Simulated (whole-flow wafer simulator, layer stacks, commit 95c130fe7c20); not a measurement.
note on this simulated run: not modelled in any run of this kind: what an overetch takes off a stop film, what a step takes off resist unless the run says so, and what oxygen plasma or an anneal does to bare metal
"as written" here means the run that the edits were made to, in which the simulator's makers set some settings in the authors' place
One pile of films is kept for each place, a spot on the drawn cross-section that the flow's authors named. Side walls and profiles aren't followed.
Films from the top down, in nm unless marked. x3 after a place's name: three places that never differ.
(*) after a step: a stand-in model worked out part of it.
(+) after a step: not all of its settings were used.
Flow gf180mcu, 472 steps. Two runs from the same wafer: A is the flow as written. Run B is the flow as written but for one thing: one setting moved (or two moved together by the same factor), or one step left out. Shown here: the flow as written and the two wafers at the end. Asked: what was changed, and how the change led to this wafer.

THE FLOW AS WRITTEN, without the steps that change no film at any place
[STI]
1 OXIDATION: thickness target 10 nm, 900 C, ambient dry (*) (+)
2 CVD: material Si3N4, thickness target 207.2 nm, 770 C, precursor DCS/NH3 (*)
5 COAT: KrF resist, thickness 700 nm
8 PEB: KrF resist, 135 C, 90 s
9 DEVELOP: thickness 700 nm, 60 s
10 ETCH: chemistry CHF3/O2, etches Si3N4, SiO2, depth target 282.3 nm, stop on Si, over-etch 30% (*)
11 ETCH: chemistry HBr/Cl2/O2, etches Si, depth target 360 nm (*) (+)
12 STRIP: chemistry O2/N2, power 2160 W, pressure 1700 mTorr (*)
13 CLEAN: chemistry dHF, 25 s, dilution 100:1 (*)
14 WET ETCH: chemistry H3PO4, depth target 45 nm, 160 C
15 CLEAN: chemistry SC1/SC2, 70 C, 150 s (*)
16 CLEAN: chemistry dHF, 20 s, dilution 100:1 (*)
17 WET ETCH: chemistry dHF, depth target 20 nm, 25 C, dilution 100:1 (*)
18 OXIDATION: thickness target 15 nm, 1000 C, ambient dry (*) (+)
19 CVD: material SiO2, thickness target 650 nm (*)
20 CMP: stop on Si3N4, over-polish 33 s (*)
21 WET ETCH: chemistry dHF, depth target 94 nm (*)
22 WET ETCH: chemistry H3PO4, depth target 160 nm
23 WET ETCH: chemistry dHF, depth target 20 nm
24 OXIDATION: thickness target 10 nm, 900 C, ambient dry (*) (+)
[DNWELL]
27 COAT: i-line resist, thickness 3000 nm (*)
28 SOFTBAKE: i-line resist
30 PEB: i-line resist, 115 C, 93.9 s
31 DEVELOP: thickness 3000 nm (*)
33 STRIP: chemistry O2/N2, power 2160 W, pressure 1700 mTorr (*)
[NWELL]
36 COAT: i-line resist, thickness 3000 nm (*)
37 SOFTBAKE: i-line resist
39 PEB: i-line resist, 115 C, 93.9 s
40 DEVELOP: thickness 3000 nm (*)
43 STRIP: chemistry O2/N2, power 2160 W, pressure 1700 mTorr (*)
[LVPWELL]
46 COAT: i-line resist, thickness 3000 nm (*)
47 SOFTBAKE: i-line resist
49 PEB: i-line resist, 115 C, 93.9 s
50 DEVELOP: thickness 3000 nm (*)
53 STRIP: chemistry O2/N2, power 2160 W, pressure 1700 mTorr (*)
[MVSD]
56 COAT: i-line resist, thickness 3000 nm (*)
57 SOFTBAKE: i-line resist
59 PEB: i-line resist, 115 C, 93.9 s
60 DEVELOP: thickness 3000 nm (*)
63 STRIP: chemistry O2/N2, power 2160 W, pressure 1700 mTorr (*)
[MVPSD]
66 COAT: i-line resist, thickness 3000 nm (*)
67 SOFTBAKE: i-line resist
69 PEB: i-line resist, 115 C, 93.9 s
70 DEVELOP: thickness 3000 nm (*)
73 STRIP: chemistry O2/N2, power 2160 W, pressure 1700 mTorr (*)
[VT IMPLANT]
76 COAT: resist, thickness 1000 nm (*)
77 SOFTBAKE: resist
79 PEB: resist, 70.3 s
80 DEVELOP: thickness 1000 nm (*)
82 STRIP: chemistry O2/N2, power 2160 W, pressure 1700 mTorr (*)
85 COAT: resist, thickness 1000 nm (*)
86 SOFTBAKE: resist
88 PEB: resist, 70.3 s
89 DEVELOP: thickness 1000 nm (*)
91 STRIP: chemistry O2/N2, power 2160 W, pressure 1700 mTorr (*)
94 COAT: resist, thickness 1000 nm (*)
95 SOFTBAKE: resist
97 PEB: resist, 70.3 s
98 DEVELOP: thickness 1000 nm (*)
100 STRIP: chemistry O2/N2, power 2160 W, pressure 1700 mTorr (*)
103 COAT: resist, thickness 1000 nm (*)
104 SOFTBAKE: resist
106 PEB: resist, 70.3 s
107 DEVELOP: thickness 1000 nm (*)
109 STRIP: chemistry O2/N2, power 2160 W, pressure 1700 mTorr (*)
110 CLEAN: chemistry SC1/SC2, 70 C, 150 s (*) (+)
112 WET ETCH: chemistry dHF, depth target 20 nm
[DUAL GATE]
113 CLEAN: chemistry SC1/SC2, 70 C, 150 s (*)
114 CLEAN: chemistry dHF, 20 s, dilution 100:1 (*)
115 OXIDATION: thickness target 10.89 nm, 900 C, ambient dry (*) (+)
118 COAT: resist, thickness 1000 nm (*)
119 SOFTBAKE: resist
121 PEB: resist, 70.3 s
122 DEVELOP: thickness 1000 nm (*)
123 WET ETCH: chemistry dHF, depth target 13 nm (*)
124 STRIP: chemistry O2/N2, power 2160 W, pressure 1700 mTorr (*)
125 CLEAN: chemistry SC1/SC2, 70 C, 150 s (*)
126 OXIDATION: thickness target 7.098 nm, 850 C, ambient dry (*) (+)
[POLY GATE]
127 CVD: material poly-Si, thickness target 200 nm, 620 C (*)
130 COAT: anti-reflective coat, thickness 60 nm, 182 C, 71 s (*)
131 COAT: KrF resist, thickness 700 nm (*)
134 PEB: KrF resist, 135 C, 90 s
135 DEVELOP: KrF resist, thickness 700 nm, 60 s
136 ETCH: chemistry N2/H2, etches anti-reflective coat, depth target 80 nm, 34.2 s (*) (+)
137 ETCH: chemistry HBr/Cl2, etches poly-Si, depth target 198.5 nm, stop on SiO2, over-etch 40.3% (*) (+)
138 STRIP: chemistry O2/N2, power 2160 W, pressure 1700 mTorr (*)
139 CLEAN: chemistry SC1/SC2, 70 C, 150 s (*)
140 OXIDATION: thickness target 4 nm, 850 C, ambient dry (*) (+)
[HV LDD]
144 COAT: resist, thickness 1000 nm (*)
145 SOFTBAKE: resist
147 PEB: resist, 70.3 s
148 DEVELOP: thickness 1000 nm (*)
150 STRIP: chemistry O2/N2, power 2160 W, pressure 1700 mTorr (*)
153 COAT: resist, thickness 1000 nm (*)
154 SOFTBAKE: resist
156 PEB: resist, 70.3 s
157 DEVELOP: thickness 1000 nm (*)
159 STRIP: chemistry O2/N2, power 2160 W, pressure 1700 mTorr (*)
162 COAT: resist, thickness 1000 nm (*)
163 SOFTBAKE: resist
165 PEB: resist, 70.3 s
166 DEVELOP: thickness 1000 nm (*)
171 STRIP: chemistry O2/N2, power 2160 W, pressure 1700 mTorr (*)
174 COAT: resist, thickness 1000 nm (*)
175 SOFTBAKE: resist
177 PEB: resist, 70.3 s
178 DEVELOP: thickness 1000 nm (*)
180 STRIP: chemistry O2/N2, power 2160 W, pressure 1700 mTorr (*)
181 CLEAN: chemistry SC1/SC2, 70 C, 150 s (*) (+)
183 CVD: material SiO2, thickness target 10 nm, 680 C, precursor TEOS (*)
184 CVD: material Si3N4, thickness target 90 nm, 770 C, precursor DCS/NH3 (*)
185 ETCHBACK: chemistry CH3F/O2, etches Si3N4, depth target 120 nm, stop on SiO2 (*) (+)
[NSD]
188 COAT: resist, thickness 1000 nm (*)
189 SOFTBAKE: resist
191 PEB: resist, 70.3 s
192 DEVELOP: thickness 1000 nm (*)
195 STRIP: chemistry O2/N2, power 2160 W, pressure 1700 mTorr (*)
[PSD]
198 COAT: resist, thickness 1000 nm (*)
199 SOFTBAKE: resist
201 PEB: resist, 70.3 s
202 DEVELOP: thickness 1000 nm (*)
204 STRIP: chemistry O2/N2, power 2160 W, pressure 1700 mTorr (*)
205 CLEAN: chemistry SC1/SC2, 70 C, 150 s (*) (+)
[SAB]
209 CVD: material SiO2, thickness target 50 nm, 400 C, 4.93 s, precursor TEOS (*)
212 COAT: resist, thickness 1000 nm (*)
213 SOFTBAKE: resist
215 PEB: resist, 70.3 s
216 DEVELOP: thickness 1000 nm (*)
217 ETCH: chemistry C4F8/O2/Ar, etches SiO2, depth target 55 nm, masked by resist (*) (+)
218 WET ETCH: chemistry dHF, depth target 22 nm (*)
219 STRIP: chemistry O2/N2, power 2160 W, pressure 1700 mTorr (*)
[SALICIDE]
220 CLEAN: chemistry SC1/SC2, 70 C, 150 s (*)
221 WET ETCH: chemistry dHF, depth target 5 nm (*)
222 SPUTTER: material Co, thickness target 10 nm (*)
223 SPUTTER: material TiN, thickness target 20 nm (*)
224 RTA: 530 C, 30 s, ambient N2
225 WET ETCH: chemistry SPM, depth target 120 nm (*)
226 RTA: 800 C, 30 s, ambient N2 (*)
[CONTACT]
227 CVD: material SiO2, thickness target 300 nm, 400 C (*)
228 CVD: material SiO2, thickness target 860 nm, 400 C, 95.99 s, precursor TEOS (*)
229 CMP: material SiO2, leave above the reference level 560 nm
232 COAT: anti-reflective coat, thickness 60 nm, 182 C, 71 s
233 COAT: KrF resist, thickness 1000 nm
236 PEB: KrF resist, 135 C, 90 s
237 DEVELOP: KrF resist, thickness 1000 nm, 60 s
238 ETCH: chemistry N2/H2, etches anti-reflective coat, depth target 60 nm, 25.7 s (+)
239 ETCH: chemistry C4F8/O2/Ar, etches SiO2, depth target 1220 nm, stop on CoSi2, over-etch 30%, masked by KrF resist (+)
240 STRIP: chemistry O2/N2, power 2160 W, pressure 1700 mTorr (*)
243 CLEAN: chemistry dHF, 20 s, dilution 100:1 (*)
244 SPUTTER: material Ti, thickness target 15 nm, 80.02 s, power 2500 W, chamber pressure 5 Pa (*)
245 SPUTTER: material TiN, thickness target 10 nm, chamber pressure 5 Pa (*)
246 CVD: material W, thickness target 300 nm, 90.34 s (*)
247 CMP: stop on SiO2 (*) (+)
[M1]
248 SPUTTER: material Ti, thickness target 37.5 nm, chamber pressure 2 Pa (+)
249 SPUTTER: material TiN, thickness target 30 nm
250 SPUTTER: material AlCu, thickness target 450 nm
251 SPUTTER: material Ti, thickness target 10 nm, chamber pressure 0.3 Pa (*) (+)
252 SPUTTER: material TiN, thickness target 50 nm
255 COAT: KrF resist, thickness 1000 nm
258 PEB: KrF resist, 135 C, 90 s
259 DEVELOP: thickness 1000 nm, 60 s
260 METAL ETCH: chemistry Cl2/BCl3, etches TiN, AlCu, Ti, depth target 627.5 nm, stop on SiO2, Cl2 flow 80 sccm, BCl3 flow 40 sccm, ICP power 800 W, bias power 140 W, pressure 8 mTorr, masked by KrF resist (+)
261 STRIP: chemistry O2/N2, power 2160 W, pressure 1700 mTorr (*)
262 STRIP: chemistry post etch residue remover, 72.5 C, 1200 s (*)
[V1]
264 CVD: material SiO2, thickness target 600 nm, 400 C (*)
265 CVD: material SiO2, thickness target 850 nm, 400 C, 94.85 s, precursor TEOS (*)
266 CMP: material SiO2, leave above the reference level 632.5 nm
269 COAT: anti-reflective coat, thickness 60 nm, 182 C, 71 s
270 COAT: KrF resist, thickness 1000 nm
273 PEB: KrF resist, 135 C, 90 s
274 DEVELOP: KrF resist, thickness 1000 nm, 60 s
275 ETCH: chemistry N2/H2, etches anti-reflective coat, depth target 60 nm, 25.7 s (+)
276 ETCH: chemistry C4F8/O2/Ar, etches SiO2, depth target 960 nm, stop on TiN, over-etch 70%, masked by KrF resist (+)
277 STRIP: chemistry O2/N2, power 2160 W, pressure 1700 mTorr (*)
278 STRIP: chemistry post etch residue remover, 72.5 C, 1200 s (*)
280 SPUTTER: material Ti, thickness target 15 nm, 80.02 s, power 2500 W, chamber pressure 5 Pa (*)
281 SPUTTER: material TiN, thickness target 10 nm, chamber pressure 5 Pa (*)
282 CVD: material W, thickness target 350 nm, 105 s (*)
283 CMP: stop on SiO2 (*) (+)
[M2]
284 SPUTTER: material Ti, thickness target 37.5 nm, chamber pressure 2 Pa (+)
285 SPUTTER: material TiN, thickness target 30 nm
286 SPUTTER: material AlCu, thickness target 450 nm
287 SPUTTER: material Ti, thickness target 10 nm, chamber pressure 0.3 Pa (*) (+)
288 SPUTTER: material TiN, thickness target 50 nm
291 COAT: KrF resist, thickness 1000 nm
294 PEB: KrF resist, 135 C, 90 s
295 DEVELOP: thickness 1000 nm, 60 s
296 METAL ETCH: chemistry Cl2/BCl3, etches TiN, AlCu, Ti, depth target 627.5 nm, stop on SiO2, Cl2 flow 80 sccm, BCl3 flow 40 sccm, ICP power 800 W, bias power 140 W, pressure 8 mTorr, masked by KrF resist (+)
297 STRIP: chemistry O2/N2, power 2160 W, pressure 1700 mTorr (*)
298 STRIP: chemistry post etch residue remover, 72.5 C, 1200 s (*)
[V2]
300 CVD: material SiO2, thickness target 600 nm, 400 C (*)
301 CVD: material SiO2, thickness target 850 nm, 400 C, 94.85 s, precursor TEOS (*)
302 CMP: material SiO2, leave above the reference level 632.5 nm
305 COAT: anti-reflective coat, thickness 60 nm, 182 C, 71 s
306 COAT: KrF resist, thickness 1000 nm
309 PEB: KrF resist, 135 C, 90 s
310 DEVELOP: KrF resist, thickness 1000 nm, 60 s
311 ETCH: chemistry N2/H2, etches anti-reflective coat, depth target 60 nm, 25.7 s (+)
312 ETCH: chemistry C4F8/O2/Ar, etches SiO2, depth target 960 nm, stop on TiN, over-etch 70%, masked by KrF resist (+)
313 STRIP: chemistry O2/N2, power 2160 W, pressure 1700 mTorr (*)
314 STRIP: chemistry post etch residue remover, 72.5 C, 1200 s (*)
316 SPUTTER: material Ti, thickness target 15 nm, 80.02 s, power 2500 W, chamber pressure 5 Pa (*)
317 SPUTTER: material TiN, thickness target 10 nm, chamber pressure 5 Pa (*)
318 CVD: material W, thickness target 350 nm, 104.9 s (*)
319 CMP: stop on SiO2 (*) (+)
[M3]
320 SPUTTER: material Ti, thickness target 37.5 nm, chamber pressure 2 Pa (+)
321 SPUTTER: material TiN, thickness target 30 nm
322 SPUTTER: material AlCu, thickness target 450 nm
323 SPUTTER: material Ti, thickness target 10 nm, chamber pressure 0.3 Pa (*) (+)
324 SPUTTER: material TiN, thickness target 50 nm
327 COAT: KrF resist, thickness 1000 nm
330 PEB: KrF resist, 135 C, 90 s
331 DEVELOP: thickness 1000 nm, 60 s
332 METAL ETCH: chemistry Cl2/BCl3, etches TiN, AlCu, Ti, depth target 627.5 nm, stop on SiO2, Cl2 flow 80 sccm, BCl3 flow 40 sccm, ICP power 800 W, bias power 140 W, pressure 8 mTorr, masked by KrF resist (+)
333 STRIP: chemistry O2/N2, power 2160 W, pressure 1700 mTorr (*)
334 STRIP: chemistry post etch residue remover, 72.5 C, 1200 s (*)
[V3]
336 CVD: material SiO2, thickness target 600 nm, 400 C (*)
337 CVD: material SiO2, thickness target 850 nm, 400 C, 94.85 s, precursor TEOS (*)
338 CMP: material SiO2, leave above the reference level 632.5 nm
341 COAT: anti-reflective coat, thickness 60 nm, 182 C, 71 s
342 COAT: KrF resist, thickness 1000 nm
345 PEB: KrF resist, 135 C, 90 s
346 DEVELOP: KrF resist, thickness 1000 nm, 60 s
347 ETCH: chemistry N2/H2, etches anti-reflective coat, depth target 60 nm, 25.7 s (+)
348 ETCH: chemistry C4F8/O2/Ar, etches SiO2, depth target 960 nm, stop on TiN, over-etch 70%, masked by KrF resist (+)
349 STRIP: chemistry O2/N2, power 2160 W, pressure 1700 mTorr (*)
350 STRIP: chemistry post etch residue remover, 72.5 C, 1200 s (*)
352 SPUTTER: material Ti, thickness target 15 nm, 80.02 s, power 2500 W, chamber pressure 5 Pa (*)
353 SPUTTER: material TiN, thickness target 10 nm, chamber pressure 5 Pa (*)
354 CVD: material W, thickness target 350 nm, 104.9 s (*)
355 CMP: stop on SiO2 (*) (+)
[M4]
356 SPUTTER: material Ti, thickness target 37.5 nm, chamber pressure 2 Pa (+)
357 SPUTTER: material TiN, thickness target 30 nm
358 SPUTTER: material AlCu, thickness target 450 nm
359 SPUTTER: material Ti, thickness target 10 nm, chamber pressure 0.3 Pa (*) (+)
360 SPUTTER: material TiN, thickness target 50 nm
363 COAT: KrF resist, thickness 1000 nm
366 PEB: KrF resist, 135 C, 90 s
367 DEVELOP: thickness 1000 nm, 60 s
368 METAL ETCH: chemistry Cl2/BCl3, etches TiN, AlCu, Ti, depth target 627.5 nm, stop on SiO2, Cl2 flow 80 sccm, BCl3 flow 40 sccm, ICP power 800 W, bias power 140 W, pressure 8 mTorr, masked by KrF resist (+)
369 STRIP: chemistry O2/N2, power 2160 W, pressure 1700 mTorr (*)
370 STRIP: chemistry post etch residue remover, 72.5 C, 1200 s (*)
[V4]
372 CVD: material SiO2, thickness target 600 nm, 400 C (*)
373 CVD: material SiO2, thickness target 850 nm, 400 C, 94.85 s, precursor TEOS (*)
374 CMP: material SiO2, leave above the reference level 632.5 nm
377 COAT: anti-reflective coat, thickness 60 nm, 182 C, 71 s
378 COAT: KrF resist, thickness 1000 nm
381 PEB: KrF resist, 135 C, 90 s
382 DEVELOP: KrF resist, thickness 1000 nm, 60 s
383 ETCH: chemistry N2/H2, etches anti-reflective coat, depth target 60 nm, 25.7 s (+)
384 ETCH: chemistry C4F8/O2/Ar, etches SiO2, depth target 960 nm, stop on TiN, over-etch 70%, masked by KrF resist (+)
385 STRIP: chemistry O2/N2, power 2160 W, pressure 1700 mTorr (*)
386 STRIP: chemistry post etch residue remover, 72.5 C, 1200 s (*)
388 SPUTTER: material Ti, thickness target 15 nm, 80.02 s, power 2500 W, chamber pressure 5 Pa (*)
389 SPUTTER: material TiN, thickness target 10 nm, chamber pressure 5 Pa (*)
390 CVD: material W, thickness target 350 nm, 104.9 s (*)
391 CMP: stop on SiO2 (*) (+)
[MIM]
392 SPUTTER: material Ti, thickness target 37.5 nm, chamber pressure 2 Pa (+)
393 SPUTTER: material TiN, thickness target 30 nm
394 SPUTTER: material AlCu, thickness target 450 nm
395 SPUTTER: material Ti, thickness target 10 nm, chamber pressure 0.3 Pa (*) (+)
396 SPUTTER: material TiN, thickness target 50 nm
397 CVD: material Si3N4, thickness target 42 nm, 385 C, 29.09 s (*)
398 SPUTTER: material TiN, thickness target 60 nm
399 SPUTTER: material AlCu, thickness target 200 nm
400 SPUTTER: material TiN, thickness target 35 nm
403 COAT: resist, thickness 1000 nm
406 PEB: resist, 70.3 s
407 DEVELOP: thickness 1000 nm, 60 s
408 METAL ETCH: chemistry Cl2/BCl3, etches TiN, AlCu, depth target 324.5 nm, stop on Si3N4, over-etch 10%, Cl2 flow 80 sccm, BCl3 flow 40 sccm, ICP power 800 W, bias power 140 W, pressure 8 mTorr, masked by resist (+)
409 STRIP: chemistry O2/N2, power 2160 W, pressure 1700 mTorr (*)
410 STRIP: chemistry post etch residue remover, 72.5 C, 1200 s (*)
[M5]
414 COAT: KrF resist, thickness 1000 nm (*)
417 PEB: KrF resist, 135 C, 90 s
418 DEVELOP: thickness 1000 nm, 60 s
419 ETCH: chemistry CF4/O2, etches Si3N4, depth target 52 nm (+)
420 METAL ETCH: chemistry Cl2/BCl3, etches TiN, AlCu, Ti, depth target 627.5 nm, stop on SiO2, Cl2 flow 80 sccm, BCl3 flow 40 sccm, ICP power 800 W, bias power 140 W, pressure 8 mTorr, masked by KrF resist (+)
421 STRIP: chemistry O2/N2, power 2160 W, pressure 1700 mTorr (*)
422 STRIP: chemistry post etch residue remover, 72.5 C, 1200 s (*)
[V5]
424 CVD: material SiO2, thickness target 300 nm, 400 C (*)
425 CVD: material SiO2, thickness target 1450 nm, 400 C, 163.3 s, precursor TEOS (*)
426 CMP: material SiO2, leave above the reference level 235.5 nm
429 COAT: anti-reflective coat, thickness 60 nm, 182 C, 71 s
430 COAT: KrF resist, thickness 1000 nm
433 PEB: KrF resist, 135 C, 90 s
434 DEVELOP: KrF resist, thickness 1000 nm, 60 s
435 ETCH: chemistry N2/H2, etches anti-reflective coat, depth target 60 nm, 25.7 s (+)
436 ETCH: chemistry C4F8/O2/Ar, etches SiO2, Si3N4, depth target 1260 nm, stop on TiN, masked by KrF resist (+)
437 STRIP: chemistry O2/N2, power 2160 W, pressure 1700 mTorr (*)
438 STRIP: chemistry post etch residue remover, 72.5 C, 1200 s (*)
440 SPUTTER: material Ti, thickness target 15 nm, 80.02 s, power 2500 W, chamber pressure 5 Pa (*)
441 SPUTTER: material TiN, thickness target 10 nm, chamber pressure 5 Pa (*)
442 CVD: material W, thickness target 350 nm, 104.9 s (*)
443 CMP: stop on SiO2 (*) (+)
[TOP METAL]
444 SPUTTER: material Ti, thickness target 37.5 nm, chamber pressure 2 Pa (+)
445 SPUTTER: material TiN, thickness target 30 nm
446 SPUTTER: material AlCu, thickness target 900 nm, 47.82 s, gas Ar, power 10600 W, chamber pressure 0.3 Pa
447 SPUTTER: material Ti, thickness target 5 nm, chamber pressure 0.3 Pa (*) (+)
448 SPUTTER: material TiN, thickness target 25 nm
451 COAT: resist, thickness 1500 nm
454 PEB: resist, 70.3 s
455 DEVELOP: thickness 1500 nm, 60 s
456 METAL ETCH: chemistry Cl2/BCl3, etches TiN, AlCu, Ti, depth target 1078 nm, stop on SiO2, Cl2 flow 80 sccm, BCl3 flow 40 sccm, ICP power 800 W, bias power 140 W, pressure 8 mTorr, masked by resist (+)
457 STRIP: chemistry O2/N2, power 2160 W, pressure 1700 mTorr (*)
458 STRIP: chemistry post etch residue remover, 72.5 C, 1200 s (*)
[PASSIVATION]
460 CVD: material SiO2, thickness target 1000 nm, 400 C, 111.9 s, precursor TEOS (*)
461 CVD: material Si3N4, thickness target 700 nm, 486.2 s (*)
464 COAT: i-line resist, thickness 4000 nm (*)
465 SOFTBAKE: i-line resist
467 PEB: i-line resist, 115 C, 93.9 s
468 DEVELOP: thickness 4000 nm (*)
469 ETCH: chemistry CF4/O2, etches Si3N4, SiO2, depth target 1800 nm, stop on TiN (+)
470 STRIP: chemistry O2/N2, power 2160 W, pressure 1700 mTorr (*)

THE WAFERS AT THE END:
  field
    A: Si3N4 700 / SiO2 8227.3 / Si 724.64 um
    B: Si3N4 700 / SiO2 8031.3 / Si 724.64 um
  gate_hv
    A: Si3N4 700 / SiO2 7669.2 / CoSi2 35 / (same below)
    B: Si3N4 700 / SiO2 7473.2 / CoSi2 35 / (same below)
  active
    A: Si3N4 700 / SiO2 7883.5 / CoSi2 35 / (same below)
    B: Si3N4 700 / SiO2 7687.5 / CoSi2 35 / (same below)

The cause: step 229, CMP: leave above the reference level 364 nm was run, where the flow has leave above the reference level 560 nm.

How the change led to this, step by step:
  229 CMP: material SiO2, leave above the reference level 560 nm
      gate_hv, gate_nat, ld_gate_n and 11 more: A SiO2 -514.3 | B SiO2 -710.3
      ldn_sep__w1, ldn_sep__w2, ldn_dft and 8 more: A SiO2 -311 | B SiO2 -507
      (and at 86 more places)
  239 ETCH: chemistry C4F8/O2/Ar, etches SiO2, depth target 1220 nm, stop on CoSi2, over-etch 30%, masked by KrF resist (+)
      field, field__w1, field__w2 and 105 more: A KrF resist -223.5 | B KrF resist -172.5
      polyc_n, polyc_p: A SiO2 -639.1 (all of it) | B SiO2 -443.1 (all of it)
      (and at 1 more place)
  240 STRIP: chemistry O2/N2, power 2160 W, pressure 1700 mTorr (*)
      field, field__w1, field__w2 and 105 more: A KrF resist -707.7 (all of it), anti-reflective coat -60 (all of it) | B KrF resist -758.7 (all of it), anti-reflective coat -60 (all of it)
  244 SPUTTER: material Ti, thickness target 15 nm, 80.02 s, power 2500 W, chamber pressure 5 Pa (*)
      contact: A Ti +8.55 (new film) | B Ti +9.6 (new film)
  245 SPUTTER: material TiN, thickness target 10 nm, chamber pressure 5 Pa (*)
      contact: A TiN +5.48 (new film) | B TiN +6.13 (new film)
  246 CVD: material W, thickness target 300 nm, 90.34 s (*)
      polyc_n, polyc_p: A W +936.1 (new film) | B W +740.1 (new film)
      contact: A W +1167.5 (new film) | B W +969.8 (new film)
